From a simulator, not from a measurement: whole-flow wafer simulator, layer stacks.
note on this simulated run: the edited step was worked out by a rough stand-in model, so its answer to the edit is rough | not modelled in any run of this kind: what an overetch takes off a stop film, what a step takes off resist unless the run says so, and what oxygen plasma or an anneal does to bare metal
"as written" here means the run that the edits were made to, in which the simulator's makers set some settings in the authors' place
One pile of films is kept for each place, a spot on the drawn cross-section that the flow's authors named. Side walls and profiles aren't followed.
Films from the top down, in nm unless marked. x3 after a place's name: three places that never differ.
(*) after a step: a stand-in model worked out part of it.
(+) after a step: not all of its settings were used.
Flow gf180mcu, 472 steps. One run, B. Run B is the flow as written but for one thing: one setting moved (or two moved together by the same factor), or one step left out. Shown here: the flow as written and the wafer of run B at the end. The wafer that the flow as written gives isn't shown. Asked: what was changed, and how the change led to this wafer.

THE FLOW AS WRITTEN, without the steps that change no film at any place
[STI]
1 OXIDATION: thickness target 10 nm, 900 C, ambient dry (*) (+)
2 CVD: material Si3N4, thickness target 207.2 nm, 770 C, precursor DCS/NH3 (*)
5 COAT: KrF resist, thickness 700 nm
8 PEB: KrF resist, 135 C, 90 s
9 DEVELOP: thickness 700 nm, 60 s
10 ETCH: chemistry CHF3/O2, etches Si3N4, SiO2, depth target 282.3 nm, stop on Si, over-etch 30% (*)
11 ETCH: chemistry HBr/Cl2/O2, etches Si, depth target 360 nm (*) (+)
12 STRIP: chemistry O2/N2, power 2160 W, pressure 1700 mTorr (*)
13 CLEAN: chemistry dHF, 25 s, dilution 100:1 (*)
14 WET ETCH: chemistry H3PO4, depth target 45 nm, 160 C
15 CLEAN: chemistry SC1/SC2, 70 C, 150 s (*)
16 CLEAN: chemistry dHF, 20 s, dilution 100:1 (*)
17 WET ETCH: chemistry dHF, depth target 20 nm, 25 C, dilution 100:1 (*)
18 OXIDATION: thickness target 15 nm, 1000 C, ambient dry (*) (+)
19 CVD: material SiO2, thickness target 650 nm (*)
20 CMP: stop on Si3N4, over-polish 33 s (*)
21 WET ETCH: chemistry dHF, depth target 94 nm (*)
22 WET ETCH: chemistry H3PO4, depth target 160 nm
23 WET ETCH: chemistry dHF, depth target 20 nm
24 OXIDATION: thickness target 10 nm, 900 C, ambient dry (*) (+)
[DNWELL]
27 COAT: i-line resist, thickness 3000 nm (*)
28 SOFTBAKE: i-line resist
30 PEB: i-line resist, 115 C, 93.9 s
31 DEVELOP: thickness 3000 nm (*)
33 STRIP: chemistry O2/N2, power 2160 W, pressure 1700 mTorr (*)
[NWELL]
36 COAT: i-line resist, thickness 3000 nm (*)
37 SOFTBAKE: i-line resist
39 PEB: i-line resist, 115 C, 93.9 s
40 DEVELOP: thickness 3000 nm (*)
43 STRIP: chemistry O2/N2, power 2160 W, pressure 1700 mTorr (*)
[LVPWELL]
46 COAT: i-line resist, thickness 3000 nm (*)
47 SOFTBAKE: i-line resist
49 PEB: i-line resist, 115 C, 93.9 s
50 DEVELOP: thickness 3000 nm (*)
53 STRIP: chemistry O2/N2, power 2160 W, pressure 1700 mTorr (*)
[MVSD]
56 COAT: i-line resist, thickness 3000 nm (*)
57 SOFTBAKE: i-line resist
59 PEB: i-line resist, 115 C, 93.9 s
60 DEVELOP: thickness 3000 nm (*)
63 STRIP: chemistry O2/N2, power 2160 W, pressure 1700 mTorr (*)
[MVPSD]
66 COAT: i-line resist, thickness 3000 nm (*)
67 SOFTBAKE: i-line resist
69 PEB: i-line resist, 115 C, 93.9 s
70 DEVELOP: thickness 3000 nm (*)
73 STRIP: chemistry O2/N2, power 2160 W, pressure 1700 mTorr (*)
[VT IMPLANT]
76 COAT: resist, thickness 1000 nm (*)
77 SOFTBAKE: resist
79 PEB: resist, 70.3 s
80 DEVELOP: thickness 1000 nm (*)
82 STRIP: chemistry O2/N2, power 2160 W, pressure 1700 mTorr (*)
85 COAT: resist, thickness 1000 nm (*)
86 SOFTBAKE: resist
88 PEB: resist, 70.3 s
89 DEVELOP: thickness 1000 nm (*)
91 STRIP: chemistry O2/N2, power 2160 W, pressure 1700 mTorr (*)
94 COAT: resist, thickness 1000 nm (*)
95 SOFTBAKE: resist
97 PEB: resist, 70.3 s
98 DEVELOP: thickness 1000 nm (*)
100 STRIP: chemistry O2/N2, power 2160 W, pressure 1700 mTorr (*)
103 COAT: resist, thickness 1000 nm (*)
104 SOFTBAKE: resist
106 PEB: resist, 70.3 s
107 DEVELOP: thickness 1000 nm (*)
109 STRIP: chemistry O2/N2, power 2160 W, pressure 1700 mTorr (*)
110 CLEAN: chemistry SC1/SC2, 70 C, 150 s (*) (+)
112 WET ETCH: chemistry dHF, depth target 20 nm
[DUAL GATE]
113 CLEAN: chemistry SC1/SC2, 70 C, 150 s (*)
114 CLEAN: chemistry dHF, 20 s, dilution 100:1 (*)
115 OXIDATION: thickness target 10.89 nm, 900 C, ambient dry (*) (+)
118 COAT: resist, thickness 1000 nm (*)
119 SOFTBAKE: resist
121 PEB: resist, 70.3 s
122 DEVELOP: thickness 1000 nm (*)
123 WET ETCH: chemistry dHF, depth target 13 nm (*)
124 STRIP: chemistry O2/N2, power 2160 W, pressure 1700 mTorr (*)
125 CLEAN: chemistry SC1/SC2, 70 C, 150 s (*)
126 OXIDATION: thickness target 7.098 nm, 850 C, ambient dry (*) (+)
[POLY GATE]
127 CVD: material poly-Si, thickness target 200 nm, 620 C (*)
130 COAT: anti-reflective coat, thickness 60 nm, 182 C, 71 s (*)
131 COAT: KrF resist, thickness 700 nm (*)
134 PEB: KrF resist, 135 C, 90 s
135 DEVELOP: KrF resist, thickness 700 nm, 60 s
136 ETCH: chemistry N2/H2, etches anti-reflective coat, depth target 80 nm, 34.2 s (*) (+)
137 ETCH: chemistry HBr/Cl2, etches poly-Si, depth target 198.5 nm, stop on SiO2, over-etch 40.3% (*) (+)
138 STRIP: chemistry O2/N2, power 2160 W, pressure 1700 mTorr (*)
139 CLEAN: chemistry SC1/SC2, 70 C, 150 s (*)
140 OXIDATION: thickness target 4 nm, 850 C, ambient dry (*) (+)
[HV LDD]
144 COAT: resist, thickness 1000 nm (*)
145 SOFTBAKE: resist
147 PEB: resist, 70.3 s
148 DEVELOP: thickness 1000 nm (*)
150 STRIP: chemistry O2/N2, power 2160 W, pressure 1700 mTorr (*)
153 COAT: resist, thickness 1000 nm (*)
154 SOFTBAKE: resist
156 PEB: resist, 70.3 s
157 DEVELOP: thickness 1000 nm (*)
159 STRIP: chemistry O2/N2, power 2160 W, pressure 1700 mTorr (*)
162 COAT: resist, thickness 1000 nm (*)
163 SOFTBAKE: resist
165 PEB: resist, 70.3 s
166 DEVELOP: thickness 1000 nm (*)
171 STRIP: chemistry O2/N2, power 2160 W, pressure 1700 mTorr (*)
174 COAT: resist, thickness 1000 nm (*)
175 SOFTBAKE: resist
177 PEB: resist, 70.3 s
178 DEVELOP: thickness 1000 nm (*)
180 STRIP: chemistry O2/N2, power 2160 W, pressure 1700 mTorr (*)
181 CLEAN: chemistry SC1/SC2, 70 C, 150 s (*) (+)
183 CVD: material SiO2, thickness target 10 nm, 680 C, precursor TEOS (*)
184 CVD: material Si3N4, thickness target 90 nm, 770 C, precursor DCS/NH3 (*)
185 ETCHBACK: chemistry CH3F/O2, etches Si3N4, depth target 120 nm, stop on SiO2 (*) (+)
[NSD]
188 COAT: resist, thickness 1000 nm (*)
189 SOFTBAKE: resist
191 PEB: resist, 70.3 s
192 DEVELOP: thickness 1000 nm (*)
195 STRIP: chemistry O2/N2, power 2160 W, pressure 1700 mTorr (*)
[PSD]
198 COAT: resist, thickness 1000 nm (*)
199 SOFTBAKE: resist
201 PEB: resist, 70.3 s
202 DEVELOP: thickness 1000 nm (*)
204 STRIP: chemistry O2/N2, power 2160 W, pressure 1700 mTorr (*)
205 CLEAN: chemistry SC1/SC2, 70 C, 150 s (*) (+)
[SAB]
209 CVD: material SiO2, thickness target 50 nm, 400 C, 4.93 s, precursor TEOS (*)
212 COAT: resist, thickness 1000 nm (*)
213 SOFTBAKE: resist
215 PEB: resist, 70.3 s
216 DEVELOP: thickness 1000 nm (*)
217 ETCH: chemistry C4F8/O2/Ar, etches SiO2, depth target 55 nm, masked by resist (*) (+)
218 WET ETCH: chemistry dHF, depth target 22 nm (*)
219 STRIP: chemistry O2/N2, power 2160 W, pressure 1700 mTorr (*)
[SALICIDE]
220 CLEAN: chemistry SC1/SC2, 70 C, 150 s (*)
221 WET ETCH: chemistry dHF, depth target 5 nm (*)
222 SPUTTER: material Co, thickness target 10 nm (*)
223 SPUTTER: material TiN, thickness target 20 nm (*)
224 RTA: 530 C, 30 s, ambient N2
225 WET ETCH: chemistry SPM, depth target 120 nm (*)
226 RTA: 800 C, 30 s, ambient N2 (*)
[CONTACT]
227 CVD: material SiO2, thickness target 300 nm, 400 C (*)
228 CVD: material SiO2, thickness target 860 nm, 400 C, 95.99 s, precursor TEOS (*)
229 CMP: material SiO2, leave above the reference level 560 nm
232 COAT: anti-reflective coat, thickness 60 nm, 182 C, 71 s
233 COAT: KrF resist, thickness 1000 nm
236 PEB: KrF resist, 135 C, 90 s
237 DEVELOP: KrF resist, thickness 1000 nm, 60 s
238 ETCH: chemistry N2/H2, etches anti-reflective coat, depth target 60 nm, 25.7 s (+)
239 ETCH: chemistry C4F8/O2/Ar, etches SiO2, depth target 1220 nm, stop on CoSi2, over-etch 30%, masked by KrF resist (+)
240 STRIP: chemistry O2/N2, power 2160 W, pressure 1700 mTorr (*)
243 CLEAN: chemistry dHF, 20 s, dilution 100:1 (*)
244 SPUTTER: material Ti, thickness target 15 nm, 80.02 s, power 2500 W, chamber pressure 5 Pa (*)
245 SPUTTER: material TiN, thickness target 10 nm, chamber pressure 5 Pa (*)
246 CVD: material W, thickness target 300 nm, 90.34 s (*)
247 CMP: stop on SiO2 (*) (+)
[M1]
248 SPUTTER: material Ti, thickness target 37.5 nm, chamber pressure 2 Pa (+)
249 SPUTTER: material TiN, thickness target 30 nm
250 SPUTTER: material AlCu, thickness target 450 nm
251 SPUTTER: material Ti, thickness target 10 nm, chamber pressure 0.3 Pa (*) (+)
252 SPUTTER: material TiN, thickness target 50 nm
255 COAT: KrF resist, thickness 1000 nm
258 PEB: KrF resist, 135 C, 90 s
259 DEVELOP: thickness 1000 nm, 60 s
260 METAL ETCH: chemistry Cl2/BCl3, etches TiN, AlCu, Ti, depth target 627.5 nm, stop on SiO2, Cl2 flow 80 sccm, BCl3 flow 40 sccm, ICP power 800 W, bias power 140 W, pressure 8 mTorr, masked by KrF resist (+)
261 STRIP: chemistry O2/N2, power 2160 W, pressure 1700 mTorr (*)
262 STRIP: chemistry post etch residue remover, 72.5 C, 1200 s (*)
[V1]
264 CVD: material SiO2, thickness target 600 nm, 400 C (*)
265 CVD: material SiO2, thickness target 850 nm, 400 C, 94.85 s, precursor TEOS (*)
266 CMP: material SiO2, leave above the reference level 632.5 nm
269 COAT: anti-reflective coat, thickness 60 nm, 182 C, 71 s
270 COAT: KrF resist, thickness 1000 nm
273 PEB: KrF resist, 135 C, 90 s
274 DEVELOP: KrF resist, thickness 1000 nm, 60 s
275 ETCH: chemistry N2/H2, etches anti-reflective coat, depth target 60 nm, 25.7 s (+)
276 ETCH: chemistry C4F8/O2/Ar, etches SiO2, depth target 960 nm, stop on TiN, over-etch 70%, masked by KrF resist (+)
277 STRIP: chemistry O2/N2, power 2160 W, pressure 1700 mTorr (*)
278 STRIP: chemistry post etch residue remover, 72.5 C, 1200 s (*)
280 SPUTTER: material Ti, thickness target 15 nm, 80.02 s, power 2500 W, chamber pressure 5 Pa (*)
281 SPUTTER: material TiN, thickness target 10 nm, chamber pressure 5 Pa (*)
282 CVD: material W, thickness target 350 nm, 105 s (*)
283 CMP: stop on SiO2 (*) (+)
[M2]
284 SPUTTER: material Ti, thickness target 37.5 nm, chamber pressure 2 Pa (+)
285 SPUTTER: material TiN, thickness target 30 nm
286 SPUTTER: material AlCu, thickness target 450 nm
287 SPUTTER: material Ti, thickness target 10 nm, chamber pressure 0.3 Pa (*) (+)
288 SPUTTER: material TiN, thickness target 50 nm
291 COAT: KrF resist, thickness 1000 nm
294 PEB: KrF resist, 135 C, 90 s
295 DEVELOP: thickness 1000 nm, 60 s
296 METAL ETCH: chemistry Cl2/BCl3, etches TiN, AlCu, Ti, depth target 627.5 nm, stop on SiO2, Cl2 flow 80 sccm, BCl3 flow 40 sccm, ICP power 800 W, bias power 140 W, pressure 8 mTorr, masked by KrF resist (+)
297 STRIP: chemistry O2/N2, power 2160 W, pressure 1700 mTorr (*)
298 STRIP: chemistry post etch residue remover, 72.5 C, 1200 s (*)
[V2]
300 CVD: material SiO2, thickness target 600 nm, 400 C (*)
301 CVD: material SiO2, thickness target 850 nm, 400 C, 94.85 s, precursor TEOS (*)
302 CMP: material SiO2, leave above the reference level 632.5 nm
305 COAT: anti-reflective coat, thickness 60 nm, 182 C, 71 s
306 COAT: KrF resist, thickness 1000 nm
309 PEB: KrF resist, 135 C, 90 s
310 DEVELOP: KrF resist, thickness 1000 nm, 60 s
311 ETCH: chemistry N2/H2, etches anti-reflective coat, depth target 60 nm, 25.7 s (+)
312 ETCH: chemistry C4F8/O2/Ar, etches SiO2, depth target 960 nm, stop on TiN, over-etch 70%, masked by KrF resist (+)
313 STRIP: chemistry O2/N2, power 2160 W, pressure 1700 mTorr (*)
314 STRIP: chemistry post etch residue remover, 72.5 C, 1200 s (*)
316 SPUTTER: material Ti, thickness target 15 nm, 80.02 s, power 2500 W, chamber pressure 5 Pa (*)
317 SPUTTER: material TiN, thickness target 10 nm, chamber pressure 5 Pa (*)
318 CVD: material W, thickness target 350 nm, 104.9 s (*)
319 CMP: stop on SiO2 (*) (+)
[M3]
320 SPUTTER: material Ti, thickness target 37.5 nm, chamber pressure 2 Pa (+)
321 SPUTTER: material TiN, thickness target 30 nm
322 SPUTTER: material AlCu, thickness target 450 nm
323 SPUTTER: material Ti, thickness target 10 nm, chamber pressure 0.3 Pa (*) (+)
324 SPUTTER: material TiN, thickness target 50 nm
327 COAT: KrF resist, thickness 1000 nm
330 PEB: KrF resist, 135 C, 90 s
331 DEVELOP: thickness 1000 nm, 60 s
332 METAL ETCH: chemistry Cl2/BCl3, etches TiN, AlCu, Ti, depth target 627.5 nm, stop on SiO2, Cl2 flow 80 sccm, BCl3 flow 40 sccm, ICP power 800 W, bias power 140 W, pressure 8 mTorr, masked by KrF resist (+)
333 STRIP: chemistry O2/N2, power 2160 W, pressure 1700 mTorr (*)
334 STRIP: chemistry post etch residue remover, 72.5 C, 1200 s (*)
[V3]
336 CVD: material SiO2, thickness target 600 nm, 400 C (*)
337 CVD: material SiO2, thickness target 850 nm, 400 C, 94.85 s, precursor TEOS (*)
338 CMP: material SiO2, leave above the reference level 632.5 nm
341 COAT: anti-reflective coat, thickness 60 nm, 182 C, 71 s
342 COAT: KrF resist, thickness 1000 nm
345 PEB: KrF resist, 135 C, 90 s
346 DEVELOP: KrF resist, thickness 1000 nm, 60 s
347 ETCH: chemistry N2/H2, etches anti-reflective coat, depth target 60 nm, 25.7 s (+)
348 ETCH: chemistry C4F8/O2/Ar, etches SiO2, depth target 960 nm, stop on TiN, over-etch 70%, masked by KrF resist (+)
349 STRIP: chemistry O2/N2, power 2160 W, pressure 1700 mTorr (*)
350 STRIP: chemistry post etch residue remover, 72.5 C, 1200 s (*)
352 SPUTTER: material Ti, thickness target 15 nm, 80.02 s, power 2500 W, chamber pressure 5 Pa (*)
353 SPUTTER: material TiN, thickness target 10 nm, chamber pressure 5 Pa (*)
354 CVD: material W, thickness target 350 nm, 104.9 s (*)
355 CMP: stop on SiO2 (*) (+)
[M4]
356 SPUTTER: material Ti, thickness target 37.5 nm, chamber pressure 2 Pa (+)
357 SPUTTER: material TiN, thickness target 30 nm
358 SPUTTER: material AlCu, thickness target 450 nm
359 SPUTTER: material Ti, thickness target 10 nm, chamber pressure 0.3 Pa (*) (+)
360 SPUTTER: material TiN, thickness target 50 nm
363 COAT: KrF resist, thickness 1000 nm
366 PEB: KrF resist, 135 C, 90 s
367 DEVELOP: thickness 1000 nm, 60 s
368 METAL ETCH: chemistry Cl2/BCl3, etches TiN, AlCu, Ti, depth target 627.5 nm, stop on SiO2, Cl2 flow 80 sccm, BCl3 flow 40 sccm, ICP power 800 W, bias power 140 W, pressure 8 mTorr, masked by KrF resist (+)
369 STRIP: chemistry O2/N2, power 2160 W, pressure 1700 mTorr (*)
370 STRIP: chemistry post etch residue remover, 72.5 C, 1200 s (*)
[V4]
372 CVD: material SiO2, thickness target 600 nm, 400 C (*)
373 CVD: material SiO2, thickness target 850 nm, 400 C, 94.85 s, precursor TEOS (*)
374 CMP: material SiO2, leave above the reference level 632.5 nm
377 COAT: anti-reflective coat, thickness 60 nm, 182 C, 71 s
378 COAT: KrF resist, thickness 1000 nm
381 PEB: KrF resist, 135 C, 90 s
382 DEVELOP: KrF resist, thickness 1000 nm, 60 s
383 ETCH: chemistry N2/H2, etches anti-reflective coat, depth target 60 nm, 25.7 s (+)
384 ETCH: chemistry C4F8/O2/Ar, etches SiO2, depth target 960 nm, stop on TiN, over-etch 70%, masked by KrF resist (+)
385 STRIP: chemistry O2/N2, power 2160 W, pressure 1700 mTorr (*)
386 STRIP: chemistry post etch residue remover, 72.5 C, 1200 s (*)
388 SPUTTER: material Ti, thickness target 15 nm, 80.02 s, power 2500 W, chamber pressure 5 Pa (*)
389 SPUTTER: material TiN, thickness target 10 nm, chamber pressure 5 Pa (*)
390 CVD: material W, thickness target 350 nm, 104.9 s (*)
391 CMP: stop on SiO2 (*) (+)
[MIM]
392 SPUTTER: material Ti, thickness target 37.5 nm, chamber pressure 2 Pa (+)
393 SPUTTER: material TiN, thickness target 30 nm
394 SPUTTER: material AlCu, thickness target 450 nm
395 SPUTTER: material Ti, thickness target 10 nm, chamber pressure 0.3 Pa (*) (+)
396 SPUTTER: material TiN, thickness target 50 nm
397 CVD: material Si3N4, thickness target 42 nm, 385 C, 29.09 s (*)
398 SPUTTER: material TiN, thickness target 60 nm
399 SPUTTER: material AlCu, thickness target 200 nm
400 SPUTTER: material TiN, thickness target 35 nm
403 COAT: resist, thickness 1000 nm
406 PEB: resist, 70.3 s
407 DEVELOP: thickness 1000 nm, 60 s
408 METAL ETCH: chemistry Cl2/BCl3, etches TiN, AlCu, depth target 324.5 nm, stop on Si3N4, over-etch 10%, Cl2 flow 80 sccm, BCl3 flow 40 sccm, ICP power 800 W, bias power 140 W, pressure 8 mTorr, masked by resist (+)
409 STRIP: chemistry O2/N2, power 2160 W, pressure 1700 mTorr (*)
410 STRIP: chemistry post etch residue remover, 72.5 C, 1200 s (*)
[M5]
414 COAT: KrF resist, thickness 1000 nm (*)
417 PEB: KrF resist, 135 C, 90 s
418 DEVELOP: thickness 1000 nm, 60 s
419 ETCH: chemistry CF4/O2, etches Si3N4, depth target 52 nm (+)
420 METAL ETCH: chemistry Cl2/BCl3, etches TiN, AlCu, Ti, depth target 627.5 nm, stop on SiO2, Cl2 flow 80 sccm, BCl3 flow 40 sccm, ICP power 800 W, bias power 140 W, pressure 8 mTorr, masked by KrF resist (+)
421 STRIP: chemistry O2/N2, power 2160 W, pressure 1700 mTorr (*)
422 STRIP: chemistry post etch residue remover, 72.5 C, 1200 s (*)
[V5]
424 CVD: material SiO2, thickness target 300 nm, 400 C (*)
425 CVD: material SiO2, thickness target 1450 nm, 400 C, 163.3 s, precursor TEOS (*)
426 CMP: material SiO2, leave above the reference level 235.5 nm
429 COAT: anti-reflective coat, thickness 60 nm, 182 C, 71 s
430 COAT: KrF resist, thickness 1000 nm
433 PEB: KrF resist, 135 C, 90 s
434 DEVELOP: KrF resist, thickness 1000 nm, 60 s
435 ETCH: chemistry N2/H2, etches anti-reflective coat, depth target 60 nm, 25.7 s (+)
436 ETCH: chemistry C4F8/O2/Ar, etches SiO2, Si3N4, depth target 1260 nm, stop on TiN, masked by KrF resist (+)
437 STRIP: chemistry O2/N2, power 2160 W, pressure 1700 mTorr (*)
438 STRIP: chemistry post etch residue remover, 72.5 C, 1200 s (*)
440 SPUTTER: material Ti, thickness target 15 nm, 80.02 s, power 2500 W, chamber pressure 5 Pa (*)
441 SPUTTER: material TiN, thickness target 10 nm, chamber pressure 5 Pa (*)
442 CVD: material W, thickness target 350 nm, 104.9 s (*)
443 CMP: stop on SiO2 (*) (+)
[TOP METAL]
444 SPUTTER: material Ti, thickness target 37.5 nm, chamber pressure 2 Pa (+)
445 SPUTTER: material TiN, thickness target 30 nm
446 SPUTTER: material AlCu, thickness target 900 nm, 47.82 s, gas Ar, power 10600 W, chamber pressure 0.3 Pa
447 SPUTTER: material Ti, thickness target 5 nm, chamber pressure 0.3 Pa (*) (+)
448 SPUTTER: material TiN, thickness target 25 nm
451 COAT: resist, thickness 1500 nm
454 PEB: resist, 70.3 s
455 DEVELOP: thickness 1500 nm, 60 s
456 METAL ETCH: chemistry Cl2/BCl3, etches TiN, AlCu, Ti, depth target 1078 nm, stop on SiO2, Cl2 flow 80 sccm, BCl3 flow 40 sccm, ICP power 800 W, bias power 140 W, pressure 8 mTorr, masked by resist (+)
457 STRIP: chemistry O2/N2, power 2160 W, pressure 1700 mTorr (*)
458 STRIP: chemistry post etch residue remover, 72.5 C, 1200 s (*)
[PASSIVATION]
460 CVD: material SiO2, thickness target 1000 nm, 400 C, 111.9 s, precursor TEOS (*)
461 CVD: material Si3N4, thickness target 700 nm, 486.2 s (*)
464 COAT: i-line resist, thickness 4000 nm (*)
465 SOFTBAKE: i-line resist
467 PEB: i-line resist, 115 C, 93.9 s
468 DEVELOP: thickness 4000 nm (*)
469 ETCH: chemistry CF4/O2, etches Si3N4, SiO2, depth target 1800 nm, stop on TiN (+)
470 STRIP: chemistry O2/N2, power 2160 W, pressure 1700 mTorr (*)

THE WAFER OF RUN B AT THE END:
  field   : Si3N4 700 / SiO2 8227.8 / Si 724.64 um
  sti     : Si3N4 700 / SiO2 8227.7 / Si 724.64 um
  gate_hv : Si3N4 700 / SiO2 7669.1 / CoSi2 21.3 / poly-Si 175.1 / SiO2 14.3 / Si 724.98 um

The cause: step 222, SPUTTER: thickness target 6.1 nm was run, where the flow has thickness target 10 nm.

How the change led to this, step by step:
  222 SPUTTER: material Co, thickness target 10 nm (*)
      field, field__w7, field__w8 and 71 more: Co +6.1 (new film) (as written it would be: Co +10 (new film))
      field__w6, field_sub, field_sub__w2: Co +6.07 (new film) (as written it would be: Co +9.95 (new film))
      (and at 34 more places)
  224 RTA: 530 C, 30 s, ambient N2
      gate, gate_hv, gate_p and 22 more: under 1 film: CoSi +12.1 (new film), Co -6.1 (all of it), poly-Si -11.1 (as written it would be: under 1 film: CoSi +19.9 (new film), Co -10 (all of it), poly-Si -18.2)
      active, p_well, sd_n and 11 more: under 1 film: CoSi +12.1 (new film), Co -6.1 (all of it), Si -11.1 (as written it would be: under 1 film: CoSi +19.9 (new film), Co -10 (all of it), Si -18.1)
      (and at 10 more places)
  225 WET ETCH: chemistry SPM, depth target 120 nm (*)
      field, field__w7, field__w8 and 32 more: TiN -20 (all of it), Co -6.1 (all of it) (as written it would be: TiN -20 (all of it), Co -10 (all of it))
      field__w9, nw_enc_fld_lv__w3: TiN -19.1 (all of it), Co -5.86 (all of it) (as written it would be: TiN -19.1 (all of it), Co -9.6 (all of it))
      (and at 25 more places)
  226 RTA: 800 C, 30 s, ambient N2 (*)
      gate, gate_hv, gate_p and 22 more: CoSi2 +21.3 (new film), CoSi -12.1 (all of it), poly-Si -11.1 (as written it would be: CoSi2 +35 (new film), CoSi -19.9 (all of it), poly-Si -18.2)
      active, p_well, sd_n and 11 more: CoSi2 +21.3 (new film), CoSi -12.1 (all of it), Si -11.1 (as written it would be: CoSi2 +35 (new film), CoSi -19.9 (all of it), Si -18.1)
      (and at 10 more places)
